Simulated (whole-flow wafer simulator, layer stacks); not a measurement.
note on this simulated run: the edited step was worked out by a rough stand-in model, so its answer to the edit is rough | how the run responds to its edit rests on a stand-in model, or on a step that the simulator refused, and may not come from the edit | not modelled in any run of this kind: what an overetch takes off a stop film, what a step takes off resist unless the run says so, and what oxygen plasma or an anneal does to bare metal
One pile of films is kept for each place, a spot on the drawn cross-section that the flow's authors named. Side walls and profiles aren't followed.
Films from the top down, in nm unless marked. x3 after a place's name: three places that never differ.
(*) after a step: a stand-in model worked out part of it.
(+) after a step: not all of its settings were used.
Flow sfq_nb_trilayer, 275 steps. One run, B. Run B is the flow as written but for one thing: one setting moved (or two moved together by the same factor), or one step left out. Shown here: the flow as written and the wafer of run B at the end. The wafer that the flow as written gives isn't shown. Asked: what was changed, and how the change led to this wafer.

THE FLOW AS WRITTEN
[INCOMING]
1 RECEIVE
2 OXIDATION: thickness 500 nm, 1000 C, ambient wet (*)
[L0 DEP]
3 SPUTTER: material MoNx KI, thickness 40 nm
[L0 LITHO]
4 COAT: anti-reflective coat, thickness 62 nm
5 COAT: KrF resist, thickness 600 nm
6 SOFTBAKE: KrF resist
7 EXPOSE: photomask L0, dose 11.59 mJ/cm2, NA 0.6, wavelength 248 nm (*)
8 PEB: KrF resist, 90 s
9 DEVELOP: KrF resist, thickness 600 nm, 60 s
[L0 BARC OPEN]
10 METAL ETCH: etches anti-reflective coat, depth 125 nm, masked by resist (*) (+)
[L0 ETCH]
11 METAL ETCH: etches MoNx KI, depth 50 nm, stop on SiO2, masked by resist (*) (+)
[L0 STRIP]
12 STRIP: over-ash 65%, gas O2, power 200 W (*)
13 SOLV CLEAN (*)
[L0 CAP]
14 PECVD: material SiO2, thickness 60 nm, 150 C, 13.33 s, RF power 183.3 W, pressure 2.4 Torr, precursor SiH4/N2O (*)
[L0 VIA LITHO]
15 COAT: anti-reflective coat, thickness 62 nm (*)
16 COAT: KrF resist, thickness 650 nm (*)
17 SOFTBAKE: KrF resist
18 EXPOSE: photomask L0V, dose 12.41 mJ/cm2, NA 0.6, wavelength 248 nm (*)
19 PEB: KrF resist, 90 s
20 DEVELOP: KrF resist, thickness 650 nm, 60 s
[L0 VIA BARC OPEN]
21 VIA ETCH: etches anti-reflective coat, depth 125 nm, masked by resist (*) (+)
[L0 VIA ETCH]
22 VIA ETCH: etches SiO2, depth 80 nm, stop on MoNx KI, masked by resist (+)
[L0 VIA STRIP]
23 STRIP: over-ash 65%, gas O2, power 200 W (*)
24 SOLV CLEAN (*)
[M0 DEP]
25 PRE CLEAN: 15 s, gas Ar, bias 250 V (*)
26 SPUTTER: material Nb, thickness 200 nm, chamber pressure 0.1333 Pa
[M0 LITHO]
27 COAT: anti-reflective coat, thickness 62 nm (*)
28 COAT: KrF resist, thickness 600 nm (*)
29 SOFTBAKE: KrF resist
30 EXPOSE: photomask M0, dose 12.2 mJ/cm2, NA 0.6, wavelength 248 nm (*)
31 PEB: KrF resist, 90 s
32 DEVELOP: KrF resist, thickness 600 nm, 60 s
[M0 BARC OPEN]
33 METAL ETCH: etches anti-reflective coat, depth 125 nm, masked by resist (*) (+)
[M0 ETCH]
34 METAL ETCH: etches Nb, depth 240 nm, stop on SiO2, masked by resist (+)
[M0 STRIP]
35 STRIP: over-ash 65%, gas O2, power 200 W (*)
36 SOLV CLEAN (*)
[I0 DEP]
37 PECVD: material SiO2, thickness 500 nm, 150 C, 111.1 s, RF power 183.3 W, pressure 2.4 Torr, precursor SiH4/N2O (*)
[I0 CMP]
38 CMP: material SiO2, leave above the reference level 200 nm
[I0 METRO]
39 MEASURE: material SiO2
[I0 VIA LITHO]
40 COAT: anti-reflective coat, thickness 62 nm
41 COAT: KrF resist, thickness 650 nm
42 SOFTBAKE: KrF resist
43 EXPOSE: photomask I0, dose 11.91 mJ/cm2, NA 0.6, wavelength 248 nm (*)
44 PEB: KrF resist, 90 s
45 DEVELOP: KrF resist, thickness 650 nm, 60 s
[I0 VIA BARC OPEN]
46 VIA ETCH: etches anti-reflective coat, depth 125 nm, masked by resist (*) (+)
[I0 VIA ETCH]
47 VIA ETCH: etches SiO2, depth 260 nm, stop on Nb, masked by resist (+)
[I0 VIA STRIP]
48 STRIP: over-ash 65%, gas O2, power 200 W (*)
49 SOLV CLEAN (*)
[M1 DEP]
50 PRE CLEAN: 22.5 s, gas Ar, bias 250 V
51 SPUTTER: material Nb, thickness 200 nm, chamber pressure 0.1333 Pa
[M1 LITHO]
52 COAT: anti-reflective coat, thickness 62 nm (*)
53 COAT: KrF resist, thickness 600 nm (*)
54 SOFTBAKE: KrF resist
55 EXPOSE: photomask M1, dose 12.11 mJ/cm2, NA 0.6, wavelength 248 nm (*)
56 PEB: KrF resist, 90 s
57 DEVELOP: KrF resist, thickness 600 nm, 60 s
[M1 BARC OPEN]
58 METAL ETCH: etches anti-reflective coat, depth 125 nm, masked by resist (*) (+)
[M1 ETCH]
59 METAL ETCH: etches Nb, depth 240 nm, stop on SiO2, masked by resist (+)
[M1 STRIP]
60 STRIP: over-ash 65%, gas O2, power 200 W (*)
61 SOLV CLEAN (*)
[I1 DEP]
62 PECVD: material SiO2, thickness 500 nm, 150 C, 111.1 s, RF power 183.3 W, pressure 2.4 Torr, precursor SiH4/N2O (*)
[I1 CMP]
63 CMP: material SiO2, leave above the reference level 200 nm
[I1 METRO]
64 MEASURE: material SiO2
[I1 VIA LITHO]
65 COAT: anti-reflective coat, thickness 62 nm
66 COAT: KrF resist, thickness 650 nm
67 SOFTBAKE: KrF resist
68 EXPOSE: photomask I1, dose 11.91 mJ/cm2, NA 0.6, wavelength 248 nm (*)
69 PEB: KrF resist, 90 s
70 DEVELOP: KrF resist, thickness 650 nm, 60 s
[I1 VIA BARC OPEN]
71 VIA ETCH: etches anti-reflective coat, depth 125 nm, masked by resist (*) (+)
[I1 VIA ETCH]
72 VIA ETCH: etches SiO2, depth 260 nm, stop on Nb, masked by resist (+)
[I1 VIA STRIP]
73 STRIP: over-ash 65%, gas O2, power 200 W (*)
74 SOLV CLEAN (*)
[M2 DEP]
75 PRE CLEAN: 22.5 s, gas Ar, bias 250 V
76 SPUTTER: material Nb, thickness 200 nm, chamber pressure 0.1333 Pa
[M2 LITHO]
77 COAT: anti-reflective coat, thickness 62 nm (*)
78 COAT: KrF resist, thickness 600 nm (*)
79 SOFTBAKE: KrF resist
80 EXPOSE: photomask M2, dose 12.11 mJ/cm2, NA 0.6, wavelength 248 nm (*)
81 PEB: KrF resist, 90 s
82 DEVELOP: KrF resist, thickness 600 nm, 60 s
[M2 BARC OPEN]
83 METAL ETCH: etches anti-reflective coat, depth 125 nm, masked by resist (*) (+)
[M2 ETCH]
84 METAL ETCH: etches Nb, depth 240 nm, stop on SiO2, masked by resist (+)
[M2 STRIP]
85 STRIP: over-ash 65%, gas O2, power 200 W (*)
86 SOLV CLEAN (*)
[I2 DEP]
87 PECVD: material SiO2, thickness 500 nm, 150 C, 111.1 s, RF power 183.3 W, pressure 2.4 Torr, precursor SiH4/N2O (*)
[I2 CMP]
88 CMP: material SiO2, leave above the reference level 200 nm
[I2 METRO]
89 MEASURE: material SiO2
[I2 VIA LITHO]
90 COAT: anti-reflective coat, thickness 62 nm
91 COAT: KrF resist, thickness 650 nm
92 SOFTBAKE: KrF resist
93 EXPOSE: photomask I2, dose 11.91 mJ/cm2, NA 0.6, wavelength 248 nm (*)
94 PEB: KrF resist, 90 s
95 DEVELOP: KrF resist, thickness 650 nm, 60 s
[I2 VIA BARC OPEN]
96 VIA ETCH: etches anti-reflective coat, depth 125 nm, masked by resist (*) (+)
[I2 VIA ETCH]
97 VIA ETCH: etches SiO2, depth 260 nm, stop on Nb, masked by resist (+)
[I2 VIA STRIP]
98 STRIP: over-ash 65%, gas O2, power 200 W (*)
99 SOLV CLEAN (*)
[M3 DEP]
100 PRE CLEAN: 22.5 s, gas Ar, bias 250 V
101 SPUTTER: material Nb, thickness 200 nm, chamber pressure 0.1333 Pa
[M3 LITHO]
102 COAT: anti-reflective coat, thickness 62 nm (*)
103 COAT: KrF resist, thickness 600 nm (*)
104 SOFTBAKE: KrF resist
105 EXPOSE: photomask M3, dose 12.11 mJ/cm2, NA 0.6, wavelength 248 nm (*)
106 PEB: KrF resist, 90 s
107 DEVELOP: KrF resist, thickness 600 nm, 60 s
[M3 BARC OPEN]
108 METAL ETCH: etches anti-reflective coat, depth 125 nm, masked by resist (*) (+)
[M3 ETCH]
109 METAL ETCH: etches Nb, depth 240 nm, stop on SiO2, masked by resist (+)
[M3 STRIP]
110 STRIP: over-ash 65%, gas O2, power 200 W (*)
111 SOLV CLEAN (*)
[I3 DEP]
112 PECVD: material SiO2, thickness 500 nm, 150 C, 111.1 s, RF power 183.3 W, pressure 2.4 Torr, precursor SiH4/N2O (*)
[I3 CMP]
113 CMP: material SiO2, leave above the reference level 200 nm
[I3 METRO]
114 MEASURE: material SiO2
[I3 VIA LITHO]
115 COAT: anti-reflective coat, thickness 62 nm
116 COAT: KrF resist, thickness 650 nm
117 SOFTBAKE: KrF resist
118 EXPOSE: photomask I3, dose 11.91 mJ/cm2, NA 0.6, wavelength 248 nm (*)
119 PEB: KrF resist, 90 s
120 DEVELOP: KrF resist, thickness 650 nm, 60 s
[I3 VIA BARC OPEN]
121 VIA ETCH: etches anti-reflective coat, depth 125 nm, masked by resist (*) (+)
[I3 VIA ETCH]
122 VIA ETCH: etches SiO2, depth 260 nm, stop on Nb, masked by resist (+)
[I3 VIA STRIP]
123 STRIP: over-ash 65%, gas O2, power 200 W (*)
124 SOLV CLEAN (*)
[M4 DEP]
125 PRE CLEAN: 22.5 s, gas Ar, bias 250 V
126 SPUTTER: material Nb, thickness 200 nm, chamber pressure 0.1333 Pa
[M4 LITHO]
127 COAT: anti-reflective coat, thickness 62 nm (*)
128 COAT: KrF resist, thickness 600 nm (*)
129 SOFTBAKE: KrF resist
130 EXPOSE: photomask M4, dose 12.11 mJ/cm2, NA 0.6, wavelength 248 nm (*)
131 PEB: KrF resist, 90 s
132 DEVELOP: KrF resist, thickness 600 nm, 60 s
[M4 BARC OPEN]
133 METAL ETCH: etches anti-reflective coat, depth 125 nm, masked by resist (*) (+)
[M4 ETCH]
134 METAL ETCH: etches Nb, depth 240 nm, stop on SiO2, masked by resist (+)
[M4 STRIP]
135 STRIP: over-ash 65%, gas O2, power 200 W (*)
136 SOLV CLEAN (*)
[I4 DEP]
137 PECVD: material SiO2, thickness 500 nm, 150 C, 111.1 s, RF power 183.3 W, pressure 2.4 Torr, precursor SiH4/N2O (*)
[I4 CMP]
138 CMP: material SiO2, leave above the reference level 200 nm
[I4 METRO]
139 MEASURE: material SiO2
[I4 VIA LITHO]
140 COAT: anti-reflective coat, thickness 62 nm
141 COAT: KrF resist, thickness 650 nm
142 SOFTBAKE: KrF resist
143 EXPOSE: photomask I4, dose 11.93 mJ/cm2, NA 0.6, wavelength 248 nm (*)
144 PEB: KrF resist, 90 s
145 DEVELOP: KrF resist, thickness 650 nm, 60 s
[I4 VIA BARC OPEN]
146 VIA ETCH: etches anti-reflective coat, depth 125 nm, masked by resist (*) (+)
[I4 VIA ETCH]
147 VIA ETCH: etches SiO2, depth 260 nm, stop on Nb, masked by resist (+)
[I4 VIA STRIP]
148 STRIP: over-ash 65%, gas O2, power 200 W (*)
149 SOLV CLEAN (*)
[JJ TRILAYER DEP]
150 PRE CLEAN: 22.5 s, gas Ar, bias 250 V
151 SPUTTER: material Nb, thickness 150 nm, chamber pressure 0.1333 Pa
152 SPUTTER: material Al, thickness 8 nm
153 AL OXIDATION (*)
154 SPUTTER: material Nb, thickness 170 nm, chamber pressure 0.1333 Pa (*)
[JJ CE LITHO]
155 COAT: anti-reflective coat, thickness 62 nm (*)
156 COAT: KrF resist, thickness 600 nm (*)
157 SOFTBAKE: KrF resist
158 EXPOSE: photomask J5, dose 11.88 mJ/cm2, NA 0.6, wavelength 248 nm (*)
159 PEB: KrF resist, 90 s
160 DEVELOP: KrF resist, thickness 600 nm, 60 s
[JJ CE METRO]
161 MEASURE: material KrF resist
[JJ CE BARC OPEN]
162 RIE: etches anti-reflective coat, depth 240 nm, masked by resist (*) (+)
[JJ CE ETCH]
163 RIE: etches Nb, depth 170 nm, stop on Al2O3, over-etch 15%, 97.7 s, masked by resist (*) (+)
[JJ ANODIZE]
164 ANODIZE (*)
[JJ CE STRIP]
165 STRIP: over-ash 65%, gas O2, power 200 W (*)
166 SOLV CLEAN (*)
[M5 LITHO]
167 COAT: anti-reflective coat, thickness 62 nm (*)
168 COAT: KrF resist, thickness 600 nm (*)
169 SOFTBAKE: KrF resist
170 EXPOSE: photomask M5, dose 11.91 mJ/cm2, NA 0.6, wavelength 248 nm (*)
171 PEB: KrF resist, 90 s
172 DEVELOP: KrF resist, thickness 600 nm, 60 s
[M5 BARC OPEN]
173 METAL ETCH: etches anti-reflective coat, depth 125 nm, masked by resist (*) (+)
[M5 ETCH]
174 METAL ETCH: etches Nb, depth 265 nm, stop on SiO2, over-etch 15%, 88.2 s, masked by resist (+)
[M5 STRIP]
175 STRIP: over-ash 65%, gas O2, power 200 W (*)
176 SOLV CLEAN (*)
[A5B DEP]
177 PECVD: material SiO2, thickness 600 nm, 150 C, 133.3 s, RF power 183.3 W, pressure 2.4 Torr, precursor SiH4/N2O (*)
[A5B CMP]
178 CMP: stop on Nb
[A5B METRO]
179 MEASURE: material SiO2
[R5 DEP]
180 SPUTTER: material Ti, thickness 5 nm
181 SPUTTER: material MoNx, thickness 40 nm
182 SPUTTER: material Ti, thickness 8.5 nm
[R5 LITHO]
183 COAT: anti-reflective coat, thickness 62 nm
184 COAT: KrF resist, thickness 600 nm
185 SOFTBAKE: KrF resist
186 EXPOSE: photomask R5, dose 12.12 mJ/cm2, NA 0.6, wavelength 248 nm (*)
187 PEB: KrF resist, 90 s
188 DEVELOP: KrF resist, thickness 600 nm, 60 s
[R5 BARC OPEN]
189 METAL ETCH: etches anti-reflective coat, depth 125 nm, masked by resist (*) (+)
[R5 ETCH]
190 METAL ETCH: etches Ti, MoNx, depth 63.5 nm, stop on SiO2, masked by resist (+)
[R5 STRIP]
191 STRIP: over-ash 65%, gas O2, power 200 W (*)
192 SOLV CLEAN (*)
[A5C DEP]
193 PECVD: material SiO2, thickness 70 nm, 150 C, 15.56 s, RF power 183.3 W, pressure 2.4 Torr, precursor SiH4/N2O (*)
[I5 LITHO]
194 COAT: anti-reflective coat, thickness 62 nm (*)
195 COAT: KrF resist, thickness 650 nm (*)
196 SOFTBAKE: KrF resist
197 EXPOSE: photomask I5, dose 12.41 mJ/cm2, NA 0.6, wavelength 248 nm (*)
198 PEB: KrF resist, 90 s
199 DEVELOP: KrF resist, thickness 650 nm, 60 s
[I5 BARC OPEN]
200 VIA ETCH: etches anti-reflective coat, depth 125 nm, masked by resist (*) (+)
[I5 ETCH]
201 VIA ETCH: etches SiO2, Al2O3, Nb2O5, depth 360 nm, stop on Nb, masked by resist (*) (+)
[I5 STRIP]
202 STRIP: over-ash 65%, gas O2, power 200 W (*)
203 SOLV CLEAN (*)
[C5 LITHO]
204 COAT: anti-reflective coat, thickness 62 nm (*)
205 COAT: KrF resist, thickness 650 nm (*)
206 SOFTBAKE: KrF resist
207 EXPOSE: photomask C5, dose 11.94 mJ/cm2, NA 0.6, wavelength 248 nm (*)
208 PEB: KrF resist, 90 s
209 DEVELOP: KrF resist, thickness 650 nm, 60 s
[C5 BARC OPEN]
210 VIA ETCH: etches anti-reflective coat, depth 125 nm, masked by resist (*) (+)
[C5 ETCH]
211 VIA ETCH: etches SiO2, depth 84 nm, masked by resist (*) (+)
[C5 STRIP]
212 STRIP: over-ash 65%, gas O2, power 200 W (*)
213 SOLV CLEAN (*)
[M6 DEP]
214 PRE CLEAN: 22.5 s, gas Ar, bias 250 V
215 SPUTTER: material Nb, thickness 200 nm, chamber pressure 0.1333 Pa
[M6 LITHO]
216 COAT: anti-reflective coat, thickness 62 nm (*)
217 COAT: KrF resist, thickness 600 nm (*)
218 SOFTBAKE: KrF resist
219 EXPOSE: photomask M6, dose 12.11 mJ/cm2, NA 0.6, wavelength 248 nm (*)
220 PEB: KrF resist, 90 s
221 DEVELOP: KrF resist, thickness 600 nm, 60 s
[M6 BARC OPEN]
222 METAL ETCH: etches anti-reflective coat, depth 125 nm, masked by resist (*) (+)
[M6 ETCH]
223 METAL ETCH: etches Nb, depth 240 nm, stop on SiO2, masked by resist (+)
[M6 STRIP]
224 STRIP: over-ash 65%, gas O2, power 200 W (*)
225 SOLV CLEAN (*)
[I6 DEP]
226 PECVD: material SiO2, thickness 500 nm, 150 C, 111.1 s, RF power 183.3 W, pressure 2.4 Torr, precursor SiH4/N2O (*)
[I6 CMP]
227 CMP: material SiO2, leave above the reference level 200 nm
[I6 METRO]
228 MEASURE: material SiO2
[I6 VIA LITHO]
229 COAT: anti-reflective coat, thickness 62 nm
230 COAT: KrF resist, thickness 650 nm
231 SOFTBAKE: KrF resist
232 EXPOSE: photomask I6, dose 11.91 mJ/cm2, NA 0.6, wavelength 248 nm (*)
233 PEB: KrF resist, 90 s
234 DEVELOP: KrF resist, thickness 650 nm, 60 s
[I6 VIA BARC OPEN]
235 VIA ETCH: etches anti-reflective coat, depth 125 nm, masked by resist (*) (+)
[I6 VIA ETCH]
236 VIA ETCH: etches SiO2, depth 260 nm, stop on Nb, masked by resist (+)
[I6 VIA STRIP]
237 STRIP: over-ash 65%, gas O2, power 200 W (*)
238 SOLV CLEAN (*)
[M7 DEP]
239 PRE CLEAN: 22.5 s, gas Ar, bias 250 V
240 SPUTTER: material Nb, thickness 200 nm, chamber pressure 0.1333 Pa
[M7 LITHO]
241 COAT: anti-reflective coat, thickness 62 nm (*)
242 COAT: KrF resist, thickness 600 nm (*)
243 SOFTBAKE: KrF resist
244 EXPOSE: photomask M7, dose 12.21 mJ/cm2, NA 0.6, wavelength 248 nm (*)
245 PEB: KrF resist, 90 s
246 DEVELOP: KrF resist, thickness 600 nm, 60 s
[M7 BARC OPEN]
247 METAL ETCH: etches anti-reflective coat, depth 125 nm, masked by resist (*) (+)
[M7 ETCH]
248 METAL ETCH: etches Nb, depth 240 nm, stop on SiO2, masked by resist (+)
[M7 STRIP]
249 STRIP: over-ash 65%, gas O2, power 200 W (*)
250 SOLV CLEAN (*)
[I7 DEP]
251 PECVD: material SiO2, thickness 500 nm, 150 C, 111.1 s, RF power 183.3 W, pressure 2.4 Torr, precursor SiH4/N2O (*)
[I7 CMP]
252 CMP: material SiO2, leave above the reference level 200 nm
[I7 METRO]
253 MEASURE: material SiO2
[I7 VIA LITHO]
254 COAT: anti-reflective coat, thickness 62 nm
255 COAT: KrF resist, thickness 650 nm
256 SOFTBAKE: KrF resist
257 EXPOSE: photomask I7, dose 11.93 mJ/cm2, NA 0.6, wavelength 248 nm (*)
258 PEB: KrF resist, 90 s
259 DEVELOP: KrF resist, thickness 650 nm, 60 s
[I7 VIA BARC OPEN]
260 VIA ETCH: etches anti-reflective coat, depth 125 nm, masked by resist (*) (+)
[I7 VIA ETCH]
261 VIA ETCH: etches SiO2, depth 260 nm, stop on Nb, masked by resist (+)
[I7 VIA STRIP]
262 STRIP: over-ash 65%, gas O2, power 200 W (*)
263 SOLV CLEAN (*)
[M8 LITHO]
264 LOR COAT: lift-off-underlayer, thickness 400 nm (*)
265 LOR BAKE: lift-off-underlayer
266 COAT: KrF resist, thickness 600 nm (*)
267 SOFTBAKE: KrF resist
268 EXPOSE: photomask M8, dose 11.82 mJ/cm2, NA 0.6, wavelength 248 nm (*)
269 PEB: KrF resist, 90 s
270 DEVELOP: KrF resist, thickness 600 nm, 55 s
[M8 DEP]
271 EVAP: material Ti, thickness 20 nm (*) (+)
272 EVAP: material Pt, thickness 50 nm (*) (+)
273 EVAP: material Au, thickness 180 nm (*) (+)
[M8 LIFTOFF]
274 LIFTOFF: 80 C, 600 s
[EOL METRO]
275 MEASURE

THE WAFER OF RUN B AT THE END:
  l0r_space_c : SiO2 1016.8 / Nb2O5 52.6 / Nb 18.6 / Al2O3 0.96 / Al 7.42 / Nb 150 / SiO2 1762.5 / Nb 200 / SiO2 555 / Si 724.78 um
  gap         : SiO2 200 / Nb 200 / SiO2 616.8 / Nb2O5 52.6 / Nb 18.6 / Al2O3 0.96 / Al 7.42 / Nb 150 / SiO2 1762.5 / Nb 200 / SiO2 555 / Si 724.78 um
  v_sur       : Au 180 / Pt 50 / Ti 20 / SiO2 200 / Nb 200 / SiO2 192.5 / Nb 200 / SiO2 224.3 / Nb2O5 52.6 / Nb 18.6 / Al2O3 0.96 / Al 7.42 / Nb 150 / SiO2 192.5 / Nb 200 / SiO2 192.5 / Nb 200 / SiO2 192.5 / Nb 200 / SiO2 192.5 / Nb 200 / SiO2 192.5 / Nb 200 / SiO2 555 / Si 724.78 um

The cause: step 154, SPUTTER: thickness 233 nm was run, where the flow has thickness 170 nm.

How the change led to this, step by step:
  154 SPUTTER: material Nb, thickness 170 nm, chamber pressure 0.1333 Pa (*)
      field_l, v_sur, via_sp and 100 more: Nb +233 (new film) (as written it would be: Nb +170 (new film))
      via_wl, via_wr: Nb +193.4 (new film) (as written it would be: Nb +140.7 (new film))
      (and at 1 more place)
  155 COAT: anti-reflective coat, thickness 62 nm (*)
      via_wl, via_wr: anti-reflective coat +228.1 (new film) (as written it would be: anti-reflective coat +209.4 (new film))
      via_w: anti-reflective coat +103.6 (new film) (as written it would be: anti-reflective coat +97.4 (new film))
  162 RIE: etches anti-reflective coat, depth 240 nm, masked by resist (*) (+)
      ce_l, c5j, ce_r, wl_jj: KrF resist -228.1 (as written it would be: KrF resist -209.4)
      via_wl, via_wr: anti-reflective coat -228.1 (all of it) (as written it would be: anti-reflective coat -209.4 (all of it))
      (and at 1 more place)
  163 RIE: etches Nb, depth 170 nm, stop on Al2O3, over-etch 15%, 97.7 s, masked by resist (*) (+)
      field_l, v_sur, via_sp and 96 more: Nb -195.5 (as written it would be: Nb -170 (all of it), Al2O3 -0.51)
      via_wl, via_wr: Nb -193.4 (all of it), Al2O3 -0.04 (as written it would be: Nb -140.7 (all of it), Al2O3 -0.96 (all of it))
      (and at 1 more place)
  164 ANODIZE (*)
      field_l, v_sur, via_sp and 96 more: Nb2O5 +52.6 (new film), Nb -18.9 (as written it would be: Al2O3 +12.2, Nb2O5 +29.9 (new film), Al -7.42 (all of it), Nb -10.8)
      via_wl, via_wr: Al2O3 +7.52, Nb2O5 +37.5 (new film), Al -4.56 (all of it), Nb -13.5 (as written it would be: Al2O3 +7.52 (new film), Nb2O5 +39.2 (new film), Al -4.56 (all of it), Nb -14.1)
      (and at 1 more place)
  165 STRIP: over-ash 65%, gas O2, power 200 W (*)
      ce_l: KrF resist -248 (all of it), anti-reflective coat -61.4 (all of it) (as written it would be: KrF resist -266.8 (all of it), anti-reflective coat -61.4 (all of it))
      c5j: KrF resist -248.1 (all of it), anti-reflective coat -61.5 (all of it) (as written it would be: KrF resist -266.9 (all of it), anti-reflective coat -61.5 (all of it))
      (and at 2 more places)
  167 COAT: anti-reflective coat, thickness 62 nm (*)
      wl_j_sl, wl_j_sr: anti-reflective coat +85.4 (new film) (as written it would be: anti-reflective coat +83.3 (new film))
      via_wl: anti-reflective coat +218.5 (new film) (as written it would be: anti-reflective coat +170.5 (new film))
      (and at 8 more places)
  168 COAT: KrF resist, thickness 600 nm (*)
      via_w: KrF resist +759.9 (new film) (as written it would be: KrF resist +732.6 (new film))
  174 METAL ETCH: etches Nb, depth 265 nm, stop on SiO2, over-etch 15%, 88.2 s, masked by resist (+)
      field_l, r_sur, res and 50 more: Nb2O5 -52.6 (all of it), Nb -18.6 (all of it), Al2O3 -0.96 (all of it), Al -7.42 (all of it), Nb -150 (all of it) (as written it would be: Al2O3 -12.6 (all of it), Nb2O5 -29.9 (all of it), Nb -139.2 (all of it), SiO2 -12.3)
  175 STRIP: over-ash 65%, gas O2, power 200 W (*)
      via_wl: KrF resist -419 (all of it), anti-reflective coat -218.5 (all of it) (as written it would be: KrF resist -427 (all of it), anti-reflective coat -170.5 (all of it))
      via_w: KrF resist -530.7 (all of it), anti-reflective coat -94.7 (all of it) (as written it would be: KrF resist -503.5 (all of it), anti-reflective coat -84.1 (all of it))
      (and at 9 more places)
  178 CMP: stop on Nb
      v_sur, via_sp, via_v and 43 more: SiO2 -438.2 (as written it would be: SiO2 -453.5)
      field_l, p4_fl, p4_fm and 39 more: SiO2 -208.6 (as written it would be: SiO2 -259.3)
      (and at 14 more places)
  201 VIA ETCH: etches SiO2, Al2O3, Nb2O5, depth 360 nm, stop on Nb, masked by resist (*) (+)
      be: SiO2 -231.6 (all of it), Nb2O5 -52.6 (all of it) (as written it would be: SiO2 -216.4 (all of it), Al2O3 -12.7 (all of it), Nb2O5 -29.9 (all of it))
  204 COAT: anti-reflective coat, thickness 62 nm (*)
      be: anti-reflective coat +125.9 (new film) (as written it would be: anti-reflective coat +122.2 (new film))
  205 COAT: KrF resist, thickness 650 nm (*)
      be: KrF resist +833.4 (new film) (as written it would be: KrF resist +815.3 (new film))
  212 STRIP: over-ash 65%, gas O2, power 200 W (*)
      be: KrF resist -746.2 (all of it), anti-reflective coat -125.9 (all of it) (as written it would be: KrF resist -728.2 (all of it), anti-reflective coat -122.2 (all of it))
  215 SPUTTER: material Nb, thickness 200 nm, chamber pressure 0.1333 Pa
      be: Nb +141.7 (as written it would be: Nb +147.3)
  ... 3 more steps ...
  226 PECVD: material SiO2, thickness 500 nm, 150 C, 111.1 s, RF power 183.3 W, pressure 2.4 Torr, precursor SiH4/N2O (*)
      be: SiO2 +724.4 (new film) (as written it would be: SiO2 +693.5 (new film))
Counting metal films that touch as one body, l0r_space_c has 3 bodies (between them, from the top down: Al2O3 0.96; SiO2 1762.5); the flow as written gives 2 bodies (between them, from the top down: SiO2 1762.5).
Counting metal films that touch as one body, gap has 4 bodies (between them, from the top down: SiO2 616.8 / Nb2O5 52.6; Al2O3 0.96; SiO2 1762.5); the flow as written gives 3 bodies (between them, from the top down: SiO2 601.5 / Al2O3 12.7 / Nb2O5 29.9; SiO2 1762.5).
Counting metal films that touch as one body, v_sur has 10 bodies (between them, from the top down: SiO2 200; SiO2 192.5; SiO2 224.3 / Nb2O5 52.6; Al2O3 0.96; SiO2 192.5; SiO2 192.5; SiO2 192.5; SiO2 192.5; SiO2 192.5); the flow as written gives 9 bodies (between them, from the top down: SiO2 200; SiO2 192.5; SiO2 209 / Al2O3 12.7 / Nb2O5 29.9; SiO2 192.5; SiO2 192.5; SiO2 192.5; SiO2 192.5; SiO2 192.5).
